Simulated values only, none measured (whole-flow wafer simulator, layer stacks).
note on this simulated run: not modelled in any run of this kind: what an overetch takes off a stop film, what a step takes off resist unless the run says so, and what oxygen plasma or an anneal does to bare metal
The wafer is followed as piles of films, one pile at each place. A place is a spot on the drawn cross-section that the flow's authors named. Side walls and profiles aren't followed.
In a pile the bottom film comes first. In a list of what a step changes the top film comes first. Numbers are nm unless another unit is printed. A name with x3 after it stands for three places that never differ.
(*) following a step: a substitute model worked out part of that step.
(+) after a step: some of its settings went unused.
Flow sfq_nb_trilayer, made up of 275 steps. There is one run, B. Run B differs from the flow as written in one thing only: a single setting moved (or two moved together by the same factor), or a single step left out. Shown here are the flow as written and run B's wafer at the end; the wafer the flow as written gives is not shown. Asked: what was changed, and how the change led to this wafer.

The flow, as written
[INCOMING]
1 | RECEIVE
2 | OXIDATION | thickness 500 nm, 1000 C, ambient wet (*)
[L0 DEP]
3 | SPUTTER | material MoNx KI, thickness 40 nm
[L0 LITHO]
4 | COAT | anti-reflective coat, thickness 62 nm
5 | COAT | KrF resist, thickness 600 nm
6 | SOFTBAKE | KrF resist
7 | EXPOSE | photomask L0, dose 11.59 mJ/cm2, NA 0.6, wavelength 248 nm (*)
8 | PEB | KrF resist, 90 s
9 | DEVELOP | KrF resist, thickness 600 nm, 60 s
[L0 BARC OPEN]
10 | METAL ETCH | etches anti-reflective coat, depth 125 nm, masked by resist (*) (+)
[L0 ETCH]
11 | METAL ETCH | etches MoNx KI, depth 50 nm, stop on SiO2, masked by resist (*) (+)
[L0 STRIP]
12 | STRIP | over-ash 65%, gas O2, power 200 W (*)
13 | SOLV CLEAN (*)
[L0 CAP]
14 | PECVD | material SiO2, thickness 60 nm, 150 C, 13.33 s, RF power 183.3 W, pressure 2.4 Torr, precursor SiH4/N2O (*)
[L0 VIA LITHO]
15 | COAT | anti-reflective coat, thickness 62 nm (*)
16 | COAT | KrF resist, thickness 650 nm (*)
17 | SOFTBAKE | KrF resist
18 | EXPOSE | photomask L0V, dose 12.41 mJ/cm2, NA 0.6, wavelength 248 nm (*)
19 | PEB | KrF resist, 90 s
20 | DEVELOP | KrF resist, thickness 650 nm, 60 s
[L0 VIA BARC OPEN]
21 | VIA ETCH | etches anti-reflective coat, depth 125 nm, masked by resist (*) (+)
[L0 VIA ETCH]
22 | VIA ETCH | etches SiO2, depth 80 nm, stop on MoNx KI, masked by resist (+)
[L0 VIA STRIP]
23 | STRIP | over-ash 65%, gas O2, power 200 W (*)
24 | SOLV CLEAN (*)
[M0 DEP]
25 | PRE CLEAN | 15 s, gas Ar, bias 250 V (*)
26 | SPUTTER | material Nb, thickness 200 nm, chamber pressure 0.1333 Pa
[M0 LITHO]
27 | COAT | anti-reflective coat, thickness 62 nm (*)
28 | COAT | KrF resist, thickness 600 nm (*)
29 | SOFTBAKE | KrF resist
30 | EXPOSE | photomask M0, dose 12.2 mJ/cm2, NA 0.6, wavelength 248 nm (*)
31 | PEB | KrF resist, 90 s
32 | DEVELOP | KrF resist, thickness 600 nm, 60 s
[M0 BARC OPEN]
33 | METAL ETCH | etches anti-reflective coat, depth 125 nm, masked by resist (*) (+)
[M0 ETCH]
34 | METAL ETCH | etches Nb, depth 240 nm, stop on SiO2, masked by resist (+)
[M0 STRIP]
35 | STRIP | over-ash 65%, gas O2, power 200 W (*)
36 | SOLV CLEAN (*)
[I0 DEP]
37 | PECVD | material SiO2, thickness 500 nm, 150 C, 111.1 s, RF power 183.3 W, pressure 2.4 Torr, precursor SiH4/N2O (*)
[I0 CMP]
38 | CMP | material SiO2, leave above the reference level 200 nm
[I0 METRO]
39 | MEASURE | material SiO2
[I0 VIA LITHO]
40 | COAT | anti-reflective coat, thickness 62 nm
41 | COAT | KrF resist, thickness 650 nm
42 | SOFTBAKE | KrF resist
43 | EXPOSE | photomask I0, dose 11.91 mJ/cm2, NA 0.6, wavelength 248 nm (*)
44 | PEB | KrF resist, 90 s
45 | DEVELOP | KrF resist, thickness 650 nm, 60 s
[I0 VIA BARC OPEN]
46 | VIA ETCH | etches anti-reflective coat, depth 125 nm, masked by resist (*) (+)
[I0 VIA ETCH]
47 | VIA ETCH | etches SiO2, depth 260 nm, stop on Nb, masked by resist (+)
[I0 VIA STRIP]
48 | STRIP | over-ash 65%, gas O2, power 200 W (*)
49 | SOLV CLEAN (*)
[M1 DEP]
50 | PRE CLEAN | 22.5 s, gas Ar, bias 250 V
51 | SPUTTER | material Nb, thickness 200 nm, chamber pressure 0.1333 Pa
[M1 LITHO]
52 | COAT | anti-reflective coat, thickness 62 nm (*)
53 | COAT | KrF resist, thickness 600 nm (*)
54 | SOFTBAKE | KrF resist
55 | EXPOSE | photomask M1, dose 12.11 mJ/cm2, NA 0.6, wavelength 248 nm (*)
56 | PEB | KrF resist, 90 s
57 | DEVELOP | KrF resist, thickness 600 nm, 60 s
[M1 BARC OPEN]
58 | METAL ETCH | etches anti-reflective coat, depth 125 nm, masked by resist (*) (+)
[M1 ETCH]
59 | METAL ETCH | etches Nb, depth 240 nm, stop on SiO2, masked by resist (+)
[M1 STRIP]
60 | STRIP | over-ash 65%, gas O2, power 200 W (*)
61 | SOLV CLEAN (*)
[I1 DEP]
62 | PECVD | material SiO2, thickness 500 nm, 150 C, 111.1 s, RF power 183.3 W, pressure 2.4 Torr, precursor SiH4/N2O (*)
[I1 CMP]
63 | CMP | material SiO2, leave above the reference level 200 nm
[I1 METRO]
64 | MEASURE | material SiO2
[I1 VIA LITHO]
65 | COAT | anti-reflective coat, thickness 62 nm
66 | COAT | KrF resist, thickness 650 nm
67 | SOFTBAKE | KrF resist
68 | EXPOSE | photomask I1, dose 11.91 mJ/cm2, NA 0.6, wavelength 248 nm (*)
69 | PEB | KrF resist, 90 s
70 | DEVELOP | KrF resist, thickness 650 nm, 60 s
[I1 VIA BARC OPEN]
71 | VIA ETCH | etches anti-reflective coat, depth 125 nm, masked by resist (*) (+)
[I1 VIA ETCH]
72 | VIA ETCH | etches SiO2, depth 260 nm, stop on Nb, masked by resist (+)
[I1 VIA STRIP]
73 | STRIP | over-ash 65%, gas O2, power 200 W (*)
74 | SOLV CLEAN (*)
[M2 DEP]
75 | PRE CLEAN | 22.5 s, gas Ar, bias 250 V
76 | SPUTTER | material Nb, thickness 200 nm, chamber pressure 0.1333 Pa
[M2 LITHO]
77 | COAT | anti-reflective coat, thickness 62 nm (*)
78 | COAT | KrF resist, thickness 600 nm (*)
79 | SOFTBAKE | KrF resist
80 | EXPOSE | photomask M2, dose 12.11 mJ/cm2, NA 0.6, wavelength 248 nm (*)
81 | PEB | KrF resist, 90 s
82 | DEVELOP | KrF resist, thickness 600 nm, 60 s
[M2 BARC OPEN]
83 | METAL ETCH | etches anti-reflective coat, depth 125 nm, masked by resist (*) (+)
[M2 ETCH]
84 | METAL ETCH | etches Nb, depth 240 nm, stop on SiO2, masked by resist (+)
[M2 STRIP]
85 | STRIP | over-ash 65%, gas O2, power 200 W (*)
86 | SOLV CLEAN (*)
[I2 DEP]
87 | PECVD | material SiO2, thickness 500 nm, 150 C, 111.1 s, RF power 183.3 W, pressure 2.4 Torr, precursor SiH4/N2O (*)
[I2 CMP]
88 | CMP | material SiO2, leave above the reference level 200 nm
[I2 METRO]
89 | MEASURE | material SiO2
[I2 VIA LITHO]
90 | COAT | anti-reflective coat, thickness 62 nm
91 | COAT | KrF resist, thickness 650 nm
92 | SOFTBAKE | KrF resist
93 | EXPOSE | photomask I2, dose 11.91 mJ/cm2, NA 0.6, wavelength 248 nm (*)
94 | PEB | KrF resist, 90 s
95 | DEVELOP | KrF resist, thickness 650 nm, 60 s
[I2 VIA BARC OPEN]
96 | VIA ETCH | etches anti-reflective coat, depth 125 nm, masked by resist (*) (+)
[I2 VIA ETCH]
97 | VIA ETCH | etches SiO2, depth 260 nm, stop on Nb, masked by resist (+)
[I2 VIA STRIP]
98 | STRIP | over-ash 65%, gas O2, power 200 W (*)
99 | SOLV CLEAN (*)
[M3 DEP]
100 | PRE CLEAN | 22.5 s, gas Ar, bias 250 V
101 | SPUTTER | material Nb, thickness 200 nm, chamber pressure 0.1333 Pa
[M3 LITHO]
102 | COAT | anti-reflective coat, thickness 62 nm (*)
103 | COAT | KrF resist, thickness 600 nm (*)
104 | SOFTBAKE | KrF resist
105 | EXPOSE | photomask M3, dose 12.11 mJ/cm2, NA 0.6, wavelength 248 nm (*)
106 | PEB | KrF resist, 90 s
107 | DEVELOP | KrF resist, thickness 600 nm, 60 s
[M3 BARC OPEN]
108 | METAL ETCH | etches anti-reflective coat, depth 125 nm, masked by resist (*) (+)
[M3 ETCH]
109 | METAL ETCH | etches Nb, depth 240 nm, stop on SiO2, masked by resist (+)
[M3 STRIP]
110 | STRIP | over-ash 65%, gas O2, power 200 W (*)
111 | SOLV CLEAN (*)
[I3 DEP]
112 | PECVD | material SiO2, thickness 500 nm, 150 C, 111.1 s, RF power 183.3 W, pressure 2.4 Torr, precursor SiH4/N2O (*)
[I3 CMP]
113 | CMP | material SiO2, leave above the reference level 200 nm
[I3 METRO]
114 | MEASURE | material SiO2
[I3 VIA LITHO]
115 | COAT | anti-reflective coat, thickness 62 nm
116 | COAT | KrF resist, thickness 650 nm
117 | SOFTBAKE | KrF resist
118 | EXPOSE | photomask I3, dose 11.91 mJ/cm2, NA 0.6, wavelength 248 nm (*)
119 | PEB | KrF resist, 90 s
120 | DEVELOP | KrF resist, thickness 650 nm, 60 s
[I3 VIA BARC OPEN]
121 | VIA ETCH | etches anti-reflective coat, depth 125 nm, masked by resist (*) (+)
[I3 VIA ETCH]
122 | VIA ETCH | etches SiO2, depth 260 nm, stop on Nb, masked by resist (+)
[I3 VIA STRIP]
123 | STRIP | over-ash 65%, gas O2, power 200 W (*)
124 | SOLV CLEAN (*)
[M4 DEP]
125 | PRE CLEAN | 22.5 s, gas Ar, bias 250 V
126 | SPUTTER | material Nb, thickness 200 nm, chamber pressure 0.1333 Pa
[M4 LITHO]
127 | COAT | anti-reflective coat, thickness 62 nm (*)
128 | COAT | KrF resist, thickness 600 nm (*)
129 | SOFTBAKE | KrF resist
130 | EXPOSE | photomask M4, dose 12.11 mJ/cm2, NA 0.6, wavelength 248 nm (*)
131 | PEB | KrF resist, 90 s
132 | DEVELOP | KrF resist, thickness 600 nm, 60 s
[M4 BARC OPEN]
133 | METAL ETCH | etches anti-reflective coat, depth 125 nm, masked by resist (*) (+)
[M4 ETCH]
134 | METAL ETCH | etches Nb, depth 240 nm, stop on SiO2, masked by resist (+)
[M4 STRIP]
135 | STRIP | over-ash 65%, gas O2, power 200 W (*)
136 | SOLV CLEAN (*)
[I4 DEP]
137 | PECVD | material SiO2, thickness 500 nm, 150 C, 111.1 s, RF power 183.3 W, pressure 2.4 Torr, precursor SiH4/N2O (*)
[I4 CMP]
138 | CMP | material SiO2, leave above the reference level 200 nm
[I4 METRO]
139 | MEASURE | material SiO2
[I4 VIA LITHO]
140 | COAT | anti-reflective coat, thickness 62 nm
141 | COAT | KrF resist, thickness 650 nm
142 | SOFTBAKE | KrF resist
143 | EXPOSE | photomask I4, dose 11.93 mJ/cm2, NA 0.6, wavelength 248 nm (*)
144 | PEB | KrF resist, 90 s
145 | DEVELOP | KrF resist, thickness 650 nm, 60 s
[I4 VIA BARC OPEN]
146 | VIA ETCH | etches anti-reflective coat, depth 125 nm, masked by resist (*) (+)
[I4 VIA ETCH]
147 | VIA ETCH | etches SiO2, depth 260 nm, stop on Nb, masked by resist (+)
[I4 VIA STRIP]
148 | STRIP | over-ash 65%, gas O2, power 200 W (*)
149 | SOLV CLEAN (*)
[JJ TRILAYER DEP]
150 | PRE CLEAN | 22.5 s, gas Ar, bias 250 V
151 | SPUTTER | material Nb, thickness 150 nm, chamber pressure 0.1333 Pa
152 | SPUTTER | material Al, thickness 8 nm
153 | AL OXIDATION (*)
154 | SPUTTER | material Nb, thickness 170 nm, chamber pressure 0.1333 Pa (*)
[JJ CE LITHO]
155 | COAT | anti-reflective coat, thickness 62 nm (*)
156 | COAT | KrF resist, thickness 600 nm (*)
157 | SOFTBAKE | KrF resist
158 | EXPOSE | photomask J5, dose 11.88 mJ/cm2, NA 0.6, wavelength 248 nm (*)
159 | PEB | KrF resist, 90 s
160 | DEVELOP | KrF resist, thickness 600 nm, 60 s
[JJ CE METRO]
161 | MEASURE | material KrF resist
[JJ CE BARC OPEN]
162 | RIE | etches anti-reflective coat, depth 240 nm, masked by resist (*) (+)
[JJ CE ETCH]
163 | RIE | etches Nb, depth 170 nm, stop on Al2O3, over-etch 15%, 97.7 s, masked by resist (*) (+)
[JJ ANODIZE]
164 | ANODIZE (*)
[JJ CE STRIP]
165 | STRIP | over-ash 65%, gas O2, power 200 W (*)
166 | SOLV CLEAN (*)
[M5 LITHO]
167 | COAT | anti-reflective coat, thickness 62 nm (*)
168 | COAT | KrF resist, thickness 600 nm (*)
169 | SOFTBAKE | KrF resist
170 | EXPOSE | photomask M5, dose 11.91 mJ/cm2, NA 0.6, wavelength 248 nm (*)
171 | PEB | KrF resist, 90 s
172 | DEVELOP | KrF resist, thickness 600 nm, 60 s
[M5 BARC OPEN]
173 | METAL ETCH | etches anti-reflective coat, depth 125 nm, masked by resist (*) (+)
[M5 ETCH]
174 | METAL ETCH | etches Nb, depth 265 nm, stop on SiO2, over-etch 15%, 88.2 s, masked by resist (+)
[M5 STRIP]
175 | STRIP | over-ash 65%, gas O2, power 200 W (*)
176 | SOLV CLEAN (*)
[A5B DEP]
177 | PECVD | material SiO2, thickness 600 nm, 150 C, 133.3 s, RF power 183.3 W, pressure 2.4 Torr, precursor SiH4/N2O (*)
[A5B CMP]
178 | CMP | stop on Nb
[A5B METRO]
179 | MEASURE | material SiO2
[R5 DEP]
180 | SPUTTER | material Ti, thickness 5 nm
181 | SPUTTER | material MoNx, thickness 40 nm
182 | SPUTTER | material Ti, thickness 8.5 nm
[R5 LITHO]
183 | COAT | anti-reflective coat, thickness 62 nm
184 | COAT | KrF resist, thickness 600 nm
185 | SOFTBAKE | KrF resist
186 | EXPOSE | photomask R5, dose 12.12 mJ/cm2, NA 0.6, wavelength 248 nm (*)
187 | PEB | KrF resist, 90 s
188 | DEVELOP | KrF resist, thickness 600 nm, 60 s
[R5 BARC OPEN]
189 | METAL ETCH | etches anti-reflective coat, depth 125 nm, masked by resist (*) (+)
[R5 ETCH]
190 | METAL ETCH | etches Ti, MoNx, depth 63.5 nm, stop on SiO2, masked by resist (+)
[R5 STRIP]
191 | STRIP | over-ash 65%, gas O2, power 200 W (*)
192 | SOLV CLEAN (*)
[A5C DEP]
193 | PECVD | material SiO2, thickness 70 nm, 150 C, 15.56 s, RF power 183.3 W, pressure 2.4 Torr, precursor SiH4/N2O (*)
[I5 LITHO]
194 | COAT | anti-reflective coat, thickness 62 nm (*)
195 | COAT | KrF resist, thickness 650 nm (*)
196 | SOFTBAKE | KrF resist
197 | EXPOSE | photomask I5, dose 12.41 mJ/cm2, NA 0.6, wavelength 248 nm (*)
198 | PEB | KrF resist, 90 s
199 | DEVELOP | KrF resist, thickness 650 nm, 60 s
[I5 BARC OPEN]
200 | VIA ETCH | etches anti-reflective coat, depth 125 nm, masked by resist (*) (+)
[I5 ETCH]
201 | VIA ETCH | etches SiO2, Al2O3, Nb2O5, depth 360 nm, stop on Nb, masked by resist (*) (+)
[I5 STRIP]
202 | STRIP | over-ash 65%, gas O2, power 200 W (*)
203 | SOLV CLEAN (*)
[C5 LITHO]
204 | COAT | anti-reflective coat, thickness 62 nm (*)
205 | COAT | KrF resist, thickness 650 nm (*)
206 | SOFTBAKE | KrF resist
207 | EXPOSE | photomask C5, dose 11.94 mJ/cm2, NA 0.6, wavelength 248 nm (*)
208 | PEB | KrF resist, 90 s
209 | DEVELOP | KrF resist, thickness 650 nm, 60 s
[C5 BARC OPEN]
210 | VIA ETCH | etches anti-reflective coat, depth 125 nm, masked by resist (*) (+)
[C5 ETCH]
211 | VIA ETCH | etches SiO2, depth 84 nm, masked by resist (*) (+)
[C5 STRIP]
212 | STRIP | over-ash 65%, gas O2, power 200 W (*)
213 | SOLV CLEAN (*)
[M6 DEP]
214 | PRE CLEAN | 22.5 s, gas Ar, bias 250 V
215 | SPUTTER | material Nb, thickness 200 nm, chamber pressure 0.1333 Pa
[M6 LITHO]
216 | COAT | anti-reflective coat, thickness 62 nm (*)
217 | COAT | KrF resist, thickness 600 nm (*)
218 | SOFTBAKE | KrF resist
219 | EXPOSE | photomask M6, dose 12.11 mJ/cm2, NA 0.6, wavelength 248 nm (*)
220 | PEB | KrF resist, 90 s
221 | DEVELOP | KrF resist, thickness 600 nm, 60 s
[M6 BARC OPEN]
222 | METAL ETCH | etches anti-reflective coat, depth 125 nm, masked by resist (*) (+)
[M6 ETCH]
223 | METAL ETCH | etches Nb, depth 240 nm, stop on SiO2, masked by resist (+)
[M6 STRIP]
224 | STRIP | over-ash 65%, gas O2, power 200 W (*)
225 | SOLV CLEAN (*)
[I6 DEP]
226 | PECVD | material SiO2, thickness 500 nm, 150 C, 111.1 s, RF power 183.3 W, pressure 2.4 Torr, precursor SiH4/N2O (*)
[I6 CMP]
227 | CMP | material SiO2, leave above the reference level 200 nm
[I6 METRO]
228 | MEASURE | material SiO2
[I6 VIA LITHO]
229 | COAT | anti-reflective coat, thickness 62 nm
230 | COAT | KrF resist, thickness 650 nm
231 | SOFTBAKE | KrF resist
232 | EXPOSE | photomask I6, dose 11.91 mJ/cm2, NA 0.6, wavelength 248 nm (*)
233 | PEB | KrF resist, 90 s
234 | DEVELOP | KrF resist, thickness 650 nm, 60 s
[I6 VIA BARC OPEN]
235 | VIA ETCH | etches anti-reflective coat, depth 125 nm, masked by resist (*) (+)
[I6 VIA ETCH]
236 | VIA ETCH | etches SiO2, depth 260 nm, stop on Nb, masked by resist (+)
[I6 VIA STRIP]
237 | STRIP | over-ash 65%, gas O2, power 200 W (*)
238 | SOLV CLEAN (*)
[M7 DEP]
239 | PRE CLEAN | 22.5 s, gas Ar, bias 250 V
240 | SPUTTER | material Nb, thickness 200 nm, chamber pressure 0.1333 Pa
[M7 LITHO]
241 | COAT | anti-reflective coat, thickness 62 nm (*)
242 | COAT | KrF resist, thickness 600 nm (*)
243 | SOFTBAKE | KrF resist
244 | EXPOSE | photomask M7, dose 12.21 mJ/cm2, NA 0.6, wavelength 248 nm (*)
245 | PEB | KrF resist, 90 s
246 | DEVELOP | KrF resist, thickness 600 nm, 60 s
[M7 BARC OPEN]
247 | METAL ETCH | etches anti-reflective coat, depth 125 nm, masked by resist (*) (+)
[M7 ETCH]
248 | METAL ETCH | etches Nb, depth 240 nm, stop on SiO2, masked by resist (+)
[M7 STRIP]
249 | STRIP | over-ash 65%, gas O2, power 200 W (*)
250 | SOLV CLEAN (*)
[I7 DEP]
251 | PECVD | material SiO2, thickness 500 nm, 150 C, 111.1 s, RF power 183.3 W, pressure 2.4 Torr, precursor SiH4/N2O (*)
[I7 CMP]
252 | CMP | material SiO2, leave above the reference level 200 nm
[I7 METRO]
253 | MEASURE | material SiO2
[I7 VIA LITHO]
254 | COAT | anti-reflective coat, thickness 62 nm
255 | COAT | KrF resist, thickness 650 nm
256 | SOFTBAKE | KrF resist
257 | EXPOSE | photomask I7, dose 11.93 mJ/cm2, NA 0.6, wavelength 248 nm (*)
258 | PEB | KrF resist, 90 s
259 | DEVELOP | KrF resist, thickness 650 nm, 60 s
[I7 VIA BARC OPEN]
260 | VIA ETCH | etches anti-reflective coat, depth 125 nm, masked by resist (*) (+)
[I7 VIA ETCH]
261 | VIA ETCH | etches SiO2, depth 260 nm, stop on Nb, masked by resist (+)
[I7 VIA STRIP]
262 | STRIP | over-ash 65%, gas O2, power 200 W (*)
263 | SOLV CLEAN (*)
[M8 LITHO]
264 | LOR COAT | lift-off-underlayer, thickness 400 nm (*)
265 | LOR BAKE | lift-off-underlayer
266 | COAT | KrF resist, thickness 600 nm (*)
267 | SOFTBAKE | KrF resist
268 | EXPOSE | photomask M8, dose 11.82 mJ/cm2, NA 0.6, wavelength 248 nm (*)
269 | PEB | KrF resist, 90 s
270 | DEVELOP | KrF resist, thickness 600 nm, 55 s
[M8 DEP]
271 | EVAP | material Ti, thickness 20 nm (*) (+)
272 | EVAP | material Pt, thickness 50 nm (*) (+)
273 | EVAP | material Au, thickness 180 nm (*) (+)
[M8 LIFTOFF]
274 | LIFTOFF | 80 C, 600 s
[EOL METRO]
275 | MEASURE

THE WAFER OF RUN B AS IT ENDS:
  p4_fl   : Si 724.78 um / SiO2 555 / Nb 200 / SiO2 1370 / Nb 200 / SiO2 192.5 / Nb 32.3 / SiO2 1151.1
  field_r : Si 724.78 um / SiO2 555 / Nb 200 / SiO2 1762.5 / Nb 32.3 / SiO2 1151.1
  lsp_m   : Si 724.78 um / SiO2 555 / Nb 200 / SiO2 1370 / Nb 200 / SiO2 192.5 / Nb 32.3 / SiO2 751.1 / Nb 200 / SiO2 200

Cause: step 174, METAL ETCH: depth 130 nm was run, though the flow has depth 265 nm; step 174, METAL ETCH: 43.2 s was run, where the flow has 88.2 s.

The path from the change to this, step by step:
  174 | METAL ETCH | etches Nb, depth 265 nm, stop on SiO2, over-etch 15%, 88.2 s, masked by resist (+)
      field_l, r_sur, res and 50 more: -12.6 Al2O3 (all of it), -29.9 Nb2O5 (all of it), -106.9 Nb (in the flow as written it would be: -12.6 Al2O3 (all of it), -29.9 Nb2O5 (all of it), -139.2 Nb (all of it), -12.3 SiO2)
      v_sur, via_wl, via_w and 48 more: -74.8 KrF resist (in the flow as written it would be: -152.4 KrF resist)
      (as well as at 2 more places)
  175 | STRIP | over-ash 65%, gas O2, power 200 W (*)
      l0r_line_l, l0r_line_c, l0r_space_c and 27 more: -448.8 KrF resist (all of it), -62 anti-reflective coat (all of it) (in the flow as written it would be: -371.2 KrF resist (all of it), -62 anti-reflective coat (all of it))
      v_sur: -426.8 KrF resist (all of it), -44.9 anti-reflective coat (all of it) (in the flow as written it would be: -349.2 KrF resist (all of it), -44.9 anti-reflective coat (all of it))
      (as well as at 22 more places)
  177 | PECVD | material SiO2, thickness 600 nm, 150 C, 133.3 s, RF power 183.3 W, pressure 2.4 Torr, precursor SiH4/N2O (*)
      field_l, p4_fl, p4_fm and 39 more: +600 SiO2 (new film) (in the flow as written it would be: +600 SiO2)
      r_sur, res, r_end, moat, field_r, lsp_l: +600 SiO2 (new film) (in the flow as written it would be: +592.9 SiO2)
      (as well as at 5 more places)
  178 | CMP | stop on Nb
      field_l, p4_fl, p4_fm and 39 more: -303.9 SiO2 (in the flow as written it would be: -259.3 SiO2)
      r_sur, res, r_end, moat, field_r, lsp_l: -303.9 SiO2 (in the flow as written it would be: -252.3 SiO2)
      (as well as at 5 more places)
If metal films that touch count as one body, p4_fl has 3 bodies (between them, from the top down: SiO2 192.5; SiO2 1370); the flow as written gives 2 bodies (between them, from the top down: SiO2 1370).
If metal films that touch count as one body, field_r has 2 bodies (between them, from the top down: SiO2 1762.5); the flow as written gives 1 body.
If metal films that touch count as one body, lsp_m has 4 bodies (between them, from the top down: SiO2 751.1; SiO2 192.5; SiO2 1370); the flow as written gives 3 bodies (between them, from the top down: SiO2 975.9; SiO2 1370).
